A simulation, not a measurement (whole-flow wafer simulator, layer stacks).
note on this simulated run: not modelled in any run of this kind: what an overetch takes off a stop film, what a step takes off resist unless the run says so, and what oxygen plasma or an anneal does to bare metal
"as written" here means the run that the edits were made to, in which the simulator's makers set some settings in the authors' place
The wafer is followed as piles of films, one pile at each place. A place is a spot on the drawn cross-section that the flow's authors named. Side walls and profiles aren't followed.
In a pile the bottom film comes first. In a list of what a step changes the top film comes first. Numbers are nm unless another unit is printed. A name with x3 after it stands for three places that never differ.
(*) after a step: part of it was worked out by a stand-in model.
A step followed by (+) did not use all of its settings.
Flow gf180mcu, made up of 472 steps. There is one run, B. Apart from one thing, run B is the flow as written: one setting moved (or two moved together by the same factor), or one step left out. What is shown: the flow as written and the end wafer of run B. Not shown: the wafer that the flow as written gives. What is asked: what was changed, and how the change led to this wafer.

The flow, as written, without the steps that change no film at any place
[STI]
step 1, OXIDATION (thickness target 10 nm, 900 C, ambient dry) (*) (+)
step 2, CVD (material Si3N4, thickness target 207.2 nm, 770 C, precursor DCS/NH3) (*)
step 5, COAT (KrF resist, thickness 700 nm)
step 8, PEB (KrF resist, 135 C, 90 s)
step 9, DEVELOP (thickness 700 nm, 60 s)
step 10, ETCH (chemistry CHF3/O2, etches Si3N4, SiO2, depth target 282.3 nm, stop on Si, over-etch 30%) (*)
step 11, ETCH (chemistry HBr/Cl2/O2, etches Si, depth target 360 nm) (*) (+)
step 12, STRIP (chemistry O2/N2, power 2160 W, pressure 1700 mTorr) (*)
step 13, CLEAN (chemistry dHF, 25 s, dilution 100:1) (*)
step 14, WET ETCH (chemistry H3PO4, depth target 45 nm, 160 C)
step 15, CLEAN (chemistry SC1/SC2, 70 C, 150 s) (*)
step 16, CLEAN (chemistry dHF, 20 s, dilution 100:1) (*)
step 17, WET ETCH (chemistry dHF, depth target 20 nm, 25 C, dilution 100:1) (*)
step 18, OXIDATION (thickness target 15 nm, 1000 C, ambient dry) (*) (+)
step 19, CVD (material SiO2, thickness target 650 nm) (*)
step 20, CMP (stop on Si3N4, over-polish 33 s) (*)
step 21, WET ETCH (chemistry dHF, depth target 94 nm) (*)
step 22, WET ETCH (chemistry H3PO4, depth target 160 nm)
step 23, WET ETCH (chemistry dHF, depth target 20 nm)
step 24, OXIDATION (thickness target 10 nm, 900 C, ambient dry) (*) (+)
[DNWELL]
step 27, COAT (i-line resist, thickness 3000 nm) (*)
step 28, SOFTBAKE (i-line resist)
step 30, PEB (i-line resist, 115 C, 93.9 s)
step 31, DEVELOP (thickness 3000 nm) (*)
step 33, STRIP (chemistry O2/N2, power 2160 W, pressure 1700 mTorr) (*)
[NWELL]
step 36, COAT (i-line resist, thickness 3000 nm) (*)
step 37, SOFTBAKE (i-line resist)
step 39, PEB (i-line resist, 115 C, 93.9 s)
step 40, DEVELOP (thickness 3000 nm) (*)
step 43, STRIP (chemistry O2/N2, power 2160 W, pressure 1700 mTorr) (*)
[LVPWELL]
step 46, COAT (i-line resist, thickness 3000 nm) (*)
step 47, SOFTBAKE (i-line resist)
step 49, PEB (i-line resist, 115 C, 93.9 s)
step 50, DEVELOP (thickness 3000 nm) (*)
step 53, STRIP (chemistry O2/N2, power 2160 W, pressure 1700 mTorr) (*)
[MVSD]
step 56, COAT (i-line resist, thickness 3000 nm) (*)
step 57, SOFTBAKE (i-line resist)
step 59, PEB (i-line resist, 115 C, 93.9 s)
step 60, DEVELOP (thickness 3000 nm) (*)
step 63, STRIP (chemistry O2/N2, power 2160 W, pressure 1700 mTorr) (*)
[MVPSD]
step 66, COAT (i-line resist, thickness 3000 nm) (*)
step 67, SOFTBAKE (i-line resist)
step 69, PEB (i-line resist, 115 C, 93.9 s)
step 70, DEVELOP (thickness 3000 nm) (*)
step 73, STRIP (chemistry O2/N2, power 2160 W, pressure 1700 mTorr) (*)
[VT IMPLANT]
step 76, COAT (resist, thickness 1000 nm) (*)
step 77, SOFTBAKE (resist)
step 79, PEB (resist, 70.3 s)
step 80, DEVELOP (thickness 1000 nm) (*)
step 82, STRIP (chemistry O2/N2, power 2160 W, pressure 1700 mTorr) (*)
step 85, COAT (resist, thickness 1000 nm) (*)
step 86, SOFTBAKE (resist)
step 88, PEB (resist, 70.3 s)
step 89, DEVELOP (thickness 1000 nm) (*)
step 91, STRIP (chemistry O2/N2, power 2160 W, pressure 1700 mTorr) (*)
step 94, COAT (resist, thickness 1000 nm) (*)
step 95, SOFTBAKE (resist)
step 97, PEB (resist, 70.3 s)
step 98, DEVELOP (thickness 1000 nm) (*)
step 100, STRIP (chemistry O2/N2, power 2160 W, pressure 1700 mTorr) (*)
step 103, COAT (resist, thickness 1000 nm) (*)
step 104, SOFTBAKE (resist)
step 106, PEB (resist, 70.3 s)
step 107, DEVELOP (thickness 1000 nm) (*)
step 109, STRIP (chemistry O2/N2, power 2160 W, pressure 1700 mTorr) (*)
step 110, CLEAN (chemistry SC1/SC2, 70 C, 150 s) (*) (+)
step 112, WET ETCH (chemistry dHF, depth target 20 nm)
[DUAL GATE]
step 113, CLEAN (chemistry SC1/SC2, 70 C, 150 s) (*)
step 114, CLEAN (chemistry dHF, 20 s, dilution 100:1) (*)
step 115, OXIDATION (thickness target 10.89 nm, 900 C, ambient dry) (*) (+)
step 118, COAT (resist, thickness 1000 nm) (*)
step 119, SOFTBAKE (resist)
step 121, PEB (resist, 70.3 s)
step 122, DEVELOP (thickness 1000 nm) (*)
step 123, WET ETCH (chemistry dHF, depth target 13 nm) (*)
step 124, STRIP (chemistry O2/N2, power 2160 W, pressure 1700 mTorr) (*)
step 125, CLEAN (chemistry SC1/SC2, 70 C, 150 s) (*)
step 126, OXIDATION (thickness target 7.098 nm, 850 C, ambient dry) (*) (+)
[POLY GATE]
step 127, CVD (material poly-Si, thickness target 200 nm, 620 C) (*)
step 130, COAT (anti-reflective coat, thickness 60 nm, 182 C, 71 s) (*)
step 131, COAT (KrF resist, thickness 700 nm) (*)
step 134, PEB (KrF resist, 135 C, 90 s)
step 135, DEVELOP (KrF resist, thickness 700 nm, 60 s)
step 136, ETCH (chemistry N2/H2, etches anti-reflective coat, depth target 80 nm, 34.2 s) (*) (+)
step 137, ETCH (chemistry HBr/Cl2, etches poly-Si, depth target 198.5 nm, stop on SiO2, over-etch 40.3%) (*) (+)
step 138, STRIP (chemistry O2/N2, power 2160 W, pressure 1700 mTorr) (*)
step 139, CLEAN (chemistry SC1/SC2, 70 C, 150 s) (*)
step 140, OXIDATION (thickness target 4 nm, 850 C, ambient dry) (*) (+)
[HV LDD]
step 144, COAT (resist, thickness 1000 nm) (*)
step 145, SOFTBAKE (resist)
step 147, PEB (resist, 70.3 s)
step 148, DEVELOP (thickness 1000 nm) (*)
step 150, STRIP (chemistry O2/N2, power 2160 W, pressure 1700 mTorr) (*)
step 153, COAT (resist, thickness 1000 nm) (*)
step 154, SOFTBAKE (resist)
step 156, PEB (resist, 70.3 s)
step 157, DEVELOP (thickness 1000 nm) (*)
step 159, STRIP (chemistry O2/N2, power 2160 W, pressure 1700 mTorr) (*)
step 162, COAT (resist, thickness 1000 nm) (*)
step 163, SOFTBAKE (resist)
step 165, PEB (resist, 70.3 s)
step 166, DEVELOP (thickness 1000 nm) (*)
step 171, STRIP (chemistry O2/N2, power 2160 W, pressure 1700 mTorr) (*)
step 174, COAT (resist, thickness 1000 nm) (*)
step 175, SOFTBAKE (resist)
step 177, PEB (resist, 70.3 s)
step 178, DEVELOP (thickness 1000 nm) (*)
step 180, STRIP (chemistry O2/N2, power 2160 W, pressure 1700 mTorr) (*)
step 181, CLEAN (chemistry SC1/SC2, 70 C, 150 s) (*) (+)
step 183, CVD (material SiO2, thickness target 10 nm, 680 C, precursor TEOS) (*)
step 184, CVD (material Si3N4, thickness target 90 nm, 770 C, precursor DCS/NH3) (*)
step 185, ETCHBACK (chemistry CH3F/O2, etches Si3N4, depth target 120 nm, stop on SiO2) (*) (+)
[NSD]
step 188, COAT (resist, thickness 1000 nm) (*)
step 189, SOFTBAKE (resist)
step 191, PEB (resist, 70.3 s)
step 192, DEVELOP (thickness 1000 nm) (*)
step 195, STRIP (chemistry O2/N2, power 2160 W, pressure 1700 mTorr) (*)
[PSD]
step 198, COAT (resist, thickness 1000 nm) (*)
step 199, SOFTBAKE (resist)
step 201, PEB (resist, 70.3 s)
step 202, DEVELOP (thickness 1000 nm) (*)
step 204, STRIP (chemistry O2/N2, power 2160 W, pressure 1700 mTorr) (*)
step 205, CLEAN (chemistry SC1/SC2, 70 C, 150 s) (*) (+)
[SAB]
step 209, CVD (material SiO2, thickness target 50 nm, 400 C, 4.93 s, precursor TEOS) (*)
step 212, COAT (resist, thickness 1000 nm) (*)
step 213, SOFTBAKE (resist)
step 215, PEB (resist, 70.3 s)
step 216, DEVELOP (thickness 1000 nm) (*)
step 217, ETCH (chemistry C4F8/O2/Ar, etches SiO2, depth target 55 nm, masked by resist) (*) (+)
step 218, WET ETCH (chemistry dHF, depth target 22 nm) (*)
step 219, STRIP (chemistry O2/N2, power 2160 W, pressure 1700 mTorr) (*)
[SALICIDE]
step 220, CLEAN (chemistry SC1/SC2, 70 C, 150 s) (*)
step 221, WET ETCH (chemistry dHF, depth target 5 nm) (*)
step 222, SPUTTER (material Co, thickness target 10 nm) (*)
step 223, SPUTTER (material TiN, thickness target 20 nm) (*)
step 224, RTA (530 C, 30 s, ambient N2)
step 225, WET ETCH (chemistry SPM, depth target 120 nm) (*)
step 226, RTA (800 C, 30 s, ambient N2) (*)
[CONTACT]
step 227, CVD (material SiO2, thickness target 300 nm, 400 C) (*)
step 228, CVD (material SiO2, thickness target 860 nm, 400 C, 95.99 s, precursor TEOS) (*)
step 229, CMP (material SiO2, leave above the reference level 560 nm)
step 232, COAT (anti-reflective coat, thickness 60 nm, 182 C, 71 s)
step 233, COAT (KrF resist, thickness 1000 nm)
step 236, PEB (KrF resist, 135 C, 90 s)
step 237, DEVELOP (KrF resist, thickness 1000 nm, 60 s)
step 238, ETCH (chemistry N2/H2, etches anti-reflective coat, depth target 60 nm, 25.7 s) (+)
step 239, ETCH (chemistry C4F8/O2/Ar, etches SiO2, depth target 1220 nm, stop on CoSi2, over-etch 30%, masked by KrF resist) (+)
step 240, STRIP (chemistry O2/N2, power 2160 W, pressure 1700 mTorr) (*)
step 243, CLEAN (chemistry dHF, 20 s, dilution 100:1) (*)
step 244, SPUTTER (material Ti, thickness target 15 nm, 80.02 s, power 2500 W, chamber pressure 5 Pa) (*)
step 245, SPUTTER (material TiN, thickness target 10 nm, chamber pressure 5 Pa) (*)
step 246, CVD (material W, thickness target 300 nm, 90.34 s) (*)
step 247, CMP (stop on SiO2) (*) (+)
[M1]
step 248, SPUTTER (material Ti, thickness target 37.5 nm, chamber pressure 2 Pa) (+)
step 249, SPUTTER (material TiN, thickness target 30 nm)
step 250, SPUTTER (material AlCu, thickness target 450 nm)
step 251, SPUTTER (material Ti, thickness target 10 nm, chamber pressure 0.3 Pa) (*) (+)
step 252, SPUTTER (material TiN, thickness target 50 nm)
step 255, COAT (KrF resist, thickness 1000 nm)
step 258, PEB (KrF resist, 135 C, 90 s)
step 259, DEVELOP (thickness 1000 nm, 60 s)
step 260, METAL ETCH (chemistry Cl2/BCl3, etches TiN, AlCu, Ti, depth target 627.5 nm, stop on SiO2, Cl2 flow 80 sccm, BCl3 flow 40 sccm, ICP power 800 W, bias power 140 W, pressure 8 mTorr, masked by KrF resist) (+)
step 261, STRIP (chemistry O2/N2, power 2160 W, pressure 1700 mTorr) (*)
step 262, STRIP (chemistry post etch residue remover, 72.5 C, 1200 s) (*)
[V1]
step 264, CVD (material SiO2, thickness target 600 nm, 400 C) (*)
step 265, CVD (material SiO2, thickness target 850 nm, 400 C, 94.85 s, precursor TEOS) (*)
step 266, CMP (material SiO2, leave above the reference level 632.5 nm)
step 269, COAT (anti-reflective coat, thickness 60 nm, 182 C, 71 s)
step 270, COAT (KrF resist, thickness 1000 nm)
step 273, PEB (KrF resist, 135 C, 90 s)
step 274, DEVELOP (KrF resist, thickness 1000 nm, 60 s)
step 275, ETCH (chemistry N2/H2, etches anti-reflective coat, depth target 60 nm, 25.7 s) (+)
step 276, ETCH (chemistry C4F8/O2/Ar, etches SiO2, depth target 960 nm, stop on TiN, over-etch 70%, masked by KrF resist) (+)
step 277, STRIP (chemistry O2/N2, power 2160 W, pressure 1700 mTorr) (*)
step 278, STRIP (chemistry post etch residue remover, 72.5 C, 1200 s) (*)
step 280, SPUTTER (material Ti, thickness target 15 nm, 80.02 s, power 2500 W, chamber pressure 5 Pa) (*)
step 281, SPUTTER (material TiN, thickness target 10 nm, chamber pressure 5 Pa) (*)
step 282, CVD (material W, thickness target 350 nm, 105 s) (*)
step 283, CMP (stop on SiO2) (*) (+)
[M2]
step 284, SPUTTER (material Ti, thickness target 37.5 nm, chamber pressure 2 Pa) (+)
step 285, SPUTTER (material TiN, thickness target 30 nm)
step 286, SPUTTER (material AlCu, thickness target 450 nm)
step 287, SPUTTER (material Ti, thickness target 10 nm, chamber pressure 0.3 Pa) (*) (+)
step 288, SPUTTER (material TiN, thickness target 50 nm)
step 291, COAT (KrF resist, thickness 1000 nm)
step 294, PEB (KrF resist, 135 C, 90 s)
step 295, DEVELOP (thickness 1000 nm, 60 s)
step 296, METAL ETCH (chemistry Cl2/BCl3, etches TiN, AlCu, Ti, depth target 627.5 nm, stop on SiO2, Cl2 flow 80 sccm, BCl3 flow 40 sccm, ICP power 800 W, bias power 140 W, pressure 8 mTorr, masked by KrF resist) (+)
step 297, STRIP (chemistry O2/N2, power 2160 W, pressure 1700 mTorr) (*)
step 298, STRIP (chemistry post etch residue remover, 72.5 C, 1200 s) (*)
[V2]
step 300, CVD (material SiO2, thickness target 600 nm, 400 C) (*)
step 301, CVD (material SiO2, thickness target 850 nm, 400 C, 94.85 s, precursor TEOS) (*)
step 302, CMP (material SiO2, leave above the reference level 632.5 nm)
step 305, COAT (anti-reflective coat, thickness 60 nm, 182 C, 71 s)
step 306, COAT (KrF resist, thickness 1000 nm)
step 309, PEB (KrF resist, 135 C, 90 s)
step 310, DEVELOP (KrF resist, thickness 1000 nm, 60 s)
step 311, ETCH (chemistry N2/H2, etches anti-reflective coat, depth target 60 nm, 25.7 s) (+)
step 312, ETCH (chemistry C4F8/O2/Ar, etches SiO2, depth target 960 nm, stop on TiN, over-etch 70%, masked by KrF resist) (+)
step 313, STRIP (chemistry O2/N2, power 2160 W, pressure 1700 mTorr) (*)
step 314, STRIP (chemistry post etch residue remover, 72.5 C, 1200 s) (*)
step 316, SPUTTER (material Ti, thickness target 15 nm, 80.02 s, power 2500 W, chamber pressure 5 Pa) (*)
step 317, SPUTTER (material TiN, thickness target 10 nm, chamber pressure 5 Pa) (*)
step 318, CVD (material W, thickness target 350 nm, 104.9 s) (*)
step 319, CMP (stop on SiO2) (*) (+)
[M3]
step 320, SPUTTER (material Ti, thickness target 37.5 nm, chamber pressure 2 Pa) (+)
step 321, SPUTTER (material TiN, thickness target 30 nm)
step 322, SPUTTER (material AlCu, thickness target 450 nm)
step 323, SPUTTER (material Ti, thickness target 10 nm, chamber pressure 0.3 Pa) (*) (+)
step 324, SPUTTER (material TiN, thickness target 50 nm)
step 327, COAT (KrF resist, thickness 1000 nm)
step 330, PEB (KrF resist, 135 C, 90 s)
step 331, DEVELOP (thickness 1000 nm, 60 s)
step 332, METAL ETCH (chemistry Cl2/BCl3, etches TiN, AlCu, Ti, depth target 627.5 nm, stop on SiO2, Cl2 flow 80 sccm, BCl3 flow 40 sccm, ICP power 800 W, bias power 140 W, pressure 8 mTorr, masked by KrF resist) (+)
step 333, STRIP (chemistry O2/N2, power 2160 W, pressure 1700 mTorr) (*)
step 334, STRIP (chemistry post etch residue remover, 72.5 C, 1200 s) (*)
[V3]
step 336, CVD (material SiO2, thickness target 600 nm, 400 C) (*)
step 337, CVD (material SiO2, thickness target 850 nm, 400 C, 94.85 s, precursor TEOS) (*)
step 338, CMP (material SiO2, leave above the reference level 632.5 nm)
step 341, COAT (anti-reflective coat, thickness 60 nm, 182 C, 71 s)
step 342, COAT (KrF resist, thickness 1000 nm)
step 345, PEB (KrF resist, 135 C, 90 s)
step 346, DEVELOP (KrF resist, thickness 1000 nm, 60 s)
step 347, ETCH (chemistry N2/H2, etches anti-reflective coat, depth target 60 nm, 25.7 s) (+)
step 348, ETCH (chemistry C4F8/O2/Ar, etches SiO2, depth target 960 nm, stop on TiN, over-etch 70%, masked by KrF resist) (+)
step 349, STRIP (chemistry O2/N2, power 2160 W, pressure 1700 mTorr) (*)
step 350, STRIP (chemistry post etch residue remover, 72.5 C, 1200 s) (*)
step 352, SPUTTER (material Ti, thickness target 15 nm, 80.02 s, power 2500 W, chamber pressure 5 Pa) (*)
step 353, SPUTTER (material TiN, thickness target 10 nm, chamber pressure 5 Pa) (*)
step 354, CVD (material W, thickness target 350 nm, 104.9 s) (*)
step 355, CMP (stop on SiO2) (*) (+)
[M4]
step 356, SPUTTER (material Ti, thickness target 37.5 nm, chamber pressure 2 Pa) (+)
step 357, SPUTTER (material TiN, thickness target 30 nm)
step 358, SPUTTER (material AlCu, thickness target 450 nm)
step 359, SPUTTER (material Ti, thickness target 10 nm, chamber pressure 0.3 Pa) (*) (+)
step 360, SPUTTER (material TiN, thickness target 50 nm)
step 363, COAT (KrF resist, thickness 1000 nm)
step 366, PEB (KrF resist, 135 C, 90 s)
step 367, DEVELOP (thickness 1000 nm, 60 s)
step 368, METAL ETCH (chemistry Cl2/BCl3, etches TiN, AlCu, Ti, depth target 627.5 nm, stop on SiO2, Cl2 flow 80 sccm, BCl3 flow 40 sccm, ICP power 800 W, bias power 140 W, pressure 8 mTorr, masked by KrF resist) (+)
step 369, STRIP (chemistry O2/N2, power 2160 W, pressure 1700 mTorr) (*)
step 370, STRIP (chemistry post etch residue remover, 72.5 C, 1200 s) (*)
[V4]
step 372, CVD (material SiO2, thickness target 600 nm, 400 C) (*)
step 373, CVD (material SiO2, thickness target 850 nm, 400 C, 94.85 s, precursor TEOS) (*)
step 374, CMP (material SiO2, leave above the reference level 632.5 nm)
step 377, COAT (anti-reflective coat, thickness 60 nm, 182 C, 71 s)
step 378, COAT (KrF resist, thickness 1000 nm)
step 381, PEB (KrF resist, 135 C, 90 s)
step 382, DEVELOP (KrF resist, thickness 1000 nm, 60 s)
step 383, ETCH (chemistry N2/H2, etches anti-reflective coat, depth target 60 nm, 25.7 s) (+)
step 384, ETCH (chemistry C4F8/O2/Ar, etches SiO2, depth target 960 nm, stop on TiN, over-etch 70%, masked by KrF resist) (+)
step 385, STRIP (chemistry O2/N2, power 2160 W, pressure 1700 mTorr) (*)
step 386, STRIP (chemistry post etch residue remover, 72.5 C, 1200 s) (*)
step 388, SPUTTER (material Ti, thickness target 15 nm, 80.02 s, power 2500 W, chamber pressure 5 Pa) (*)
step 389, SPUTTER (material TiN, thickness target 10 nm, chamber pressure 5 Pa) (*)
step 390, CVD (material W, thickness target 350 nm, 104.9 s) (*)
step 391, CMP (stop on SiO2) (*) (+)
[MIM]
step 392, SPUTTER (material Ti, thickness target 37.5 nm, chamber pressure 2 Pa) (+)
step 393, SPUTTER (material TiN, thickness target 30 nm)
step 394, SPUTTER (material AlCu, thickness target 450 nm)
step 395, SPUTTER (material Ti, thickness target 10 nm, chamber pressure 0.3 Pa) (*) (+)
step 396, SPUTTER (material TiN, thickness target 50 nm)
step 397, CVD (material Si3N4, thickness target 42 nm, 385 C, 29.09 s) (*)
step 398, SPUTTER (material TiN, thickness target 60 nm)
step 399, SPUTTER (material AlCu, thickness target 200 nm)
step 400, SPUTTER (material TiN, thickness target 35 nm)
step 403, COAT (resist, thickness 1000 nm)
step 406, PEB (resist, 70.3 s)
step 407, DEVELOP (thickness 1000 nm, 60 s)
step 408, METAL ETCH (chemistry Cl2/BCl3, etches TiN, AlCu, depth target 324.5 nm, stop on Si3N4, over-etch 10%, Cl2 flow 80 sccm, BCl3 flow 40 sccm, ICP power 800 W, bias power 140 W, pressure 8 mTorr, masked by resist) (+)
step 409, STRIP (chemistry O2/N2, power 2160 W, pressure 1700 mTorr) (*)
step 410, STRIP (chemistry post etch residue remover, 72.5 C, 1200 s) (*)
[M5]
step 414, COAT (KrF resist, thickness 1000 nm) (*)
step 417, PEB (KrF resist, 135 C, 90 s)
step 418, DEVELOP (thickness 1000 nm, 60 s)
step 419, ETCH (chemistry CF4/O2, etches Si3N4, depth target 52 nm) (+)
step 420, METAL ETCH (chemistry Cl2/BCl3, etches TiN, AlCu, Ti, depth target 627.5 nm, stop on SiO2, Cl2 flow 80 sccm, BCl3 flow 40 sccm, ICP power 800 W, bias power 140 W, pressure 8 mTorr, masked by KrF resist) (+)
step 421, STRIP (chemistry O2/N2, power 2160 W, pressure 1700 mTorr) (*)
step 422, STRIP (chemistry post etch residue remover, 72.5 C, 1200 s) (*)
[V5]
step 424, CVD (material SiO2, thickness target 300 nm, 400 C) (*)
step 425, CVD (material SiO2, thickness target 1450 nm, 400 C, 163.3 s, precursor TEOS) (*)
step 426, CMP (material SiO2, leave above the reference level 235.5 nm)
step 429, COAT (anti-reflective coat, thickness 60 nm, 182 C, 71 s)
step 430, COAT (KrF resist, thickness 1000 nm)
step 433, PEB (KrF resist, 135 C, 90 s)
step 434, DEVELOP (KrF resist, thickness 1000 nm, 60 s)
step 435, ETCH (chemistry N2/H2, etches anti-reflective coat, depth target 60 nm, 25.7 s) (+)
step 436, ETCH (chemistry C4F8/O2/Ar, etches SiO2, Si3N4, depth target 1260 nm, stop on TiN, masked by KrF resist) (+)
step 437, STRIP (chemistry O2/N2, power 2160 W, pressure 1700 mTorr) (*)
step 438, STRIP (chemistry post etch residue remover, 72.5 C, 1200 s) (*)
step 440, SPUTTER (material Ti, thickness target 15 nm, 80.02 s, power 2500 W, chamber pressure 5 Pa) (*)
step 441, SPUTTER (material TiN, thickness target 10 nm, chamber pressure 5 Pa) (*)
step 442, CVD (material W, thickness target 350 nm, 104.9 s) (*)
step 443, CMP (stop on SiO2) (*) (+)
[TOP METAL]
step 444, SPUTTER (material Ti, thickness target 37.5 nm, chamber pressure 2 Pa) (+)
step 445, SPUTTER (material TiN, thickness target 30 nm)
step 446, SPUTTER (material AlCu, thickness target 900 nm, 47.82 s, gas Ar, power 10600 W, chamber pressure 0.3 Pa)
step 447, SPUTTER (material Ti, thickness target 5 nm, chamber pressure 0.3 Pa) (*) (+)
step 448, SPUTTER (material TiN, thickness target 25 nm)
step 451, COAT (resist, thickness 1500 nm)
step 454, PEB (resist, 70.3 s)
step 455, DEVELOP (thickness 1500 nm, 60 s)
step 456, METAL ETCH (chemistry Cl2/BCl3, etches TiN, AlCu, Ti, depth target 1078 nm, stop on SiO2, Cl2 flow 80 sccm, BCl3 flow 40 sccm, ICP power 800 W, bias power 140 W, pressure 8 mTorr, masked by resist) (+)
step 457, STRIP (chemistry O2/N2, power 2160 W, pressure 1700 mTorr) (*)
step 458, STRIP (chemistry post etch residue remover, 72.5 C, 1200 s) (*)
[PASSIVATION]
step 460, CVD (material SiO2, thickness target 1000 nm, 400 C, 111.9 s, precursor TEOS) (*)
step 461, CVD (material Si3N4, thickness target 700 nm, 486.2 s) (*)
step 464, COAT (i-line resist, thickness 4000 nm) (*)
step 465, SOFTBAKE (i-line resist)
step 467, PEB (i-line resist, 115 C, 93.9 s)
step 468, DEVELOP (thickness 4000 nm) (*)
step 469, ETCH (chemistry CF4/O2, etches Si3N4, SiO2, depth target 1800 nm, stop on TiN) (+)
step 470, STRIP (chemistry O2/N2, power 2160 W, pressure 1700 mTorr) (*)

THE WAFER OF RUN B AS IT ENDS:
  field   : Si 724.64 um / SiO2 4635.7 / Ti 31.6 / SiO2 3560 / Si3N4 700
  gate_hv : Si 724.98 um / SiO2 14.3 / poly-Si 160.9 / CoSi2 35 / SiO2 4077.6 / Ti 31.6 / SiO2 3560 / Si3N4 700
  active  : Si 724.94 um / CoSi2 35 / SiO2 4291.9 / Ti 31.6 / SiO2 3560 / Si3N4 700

Cause: step 368, METAL ETCH: depth target 545.9 nm was run, whereas the flow has depth target 627.5 nm.

How this came from the change, step by step:
  step 368, METAL ETCH (chemistry Cl2/BCl3, etches TiN, AlCu, Ti, depth target 627.5 nm, stop on SiO2, Cl2 flow 80 sccm, BCl3 flow 40 sccm, ICP power 800 W, bias power 140 W, pressure 8 mTorr, masked by KrF resist) (+)
      field, field__w1, field__w2 and 103 more: TiN loses 50 (all of it), Ti loses 10 (all of it), AlCu loses 450 (all of it), TiN loses 30 (all of it), Ti loses 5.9 (as written it would have been: TiN loses 50 (all of it), Ti loses 10 (all of it), AlCu loses 450 (all of it), TiN loses 30 (all of it), Ti loses 37.5 (all of it))
      field__w8, contact, m1, m1__w1, m1_nw: KrF resist loses 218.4 (as written it would have been: KrF resist loses 251)
  step 369, STRIP (chemistry O2/N2, power 2160 W, pressure 1700 mTorr) (*)
      field__w8, contact, m1, m1__w1, m1_nw: KrF resist loses 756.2 (all of it) (as written it would have been: KrF resist loses 723.5 (all of it))
  step 372, CVD (material SiO2, thickness target 600 nm, 400 C) (*)
      field, field__w1, field__w2 and 103 more: SiO2 gains 600 (new film) (as written it would have been: SiO2 gains 600)
  step 374, CMP (material SiO2, leave above the reference level 632.5 nm)
      field, field__w1, field__w2 and 103 more: SiO2 loses 331.6 (as written it would have been: SiO2 loses 300)
If metal films that touch count as one body, field has 1 body; the flow as written gives 0 bodies.
If metal films that touch count as one body, gate_hv has 2 bodies (between them, from the top down: SiO2 4077.6); the flow as written gives 1 body.
If metal films that touch count as one body, active has 2 bodies (between them, from the top down: SiO2 4291.9); the flow as written gives 1 body.
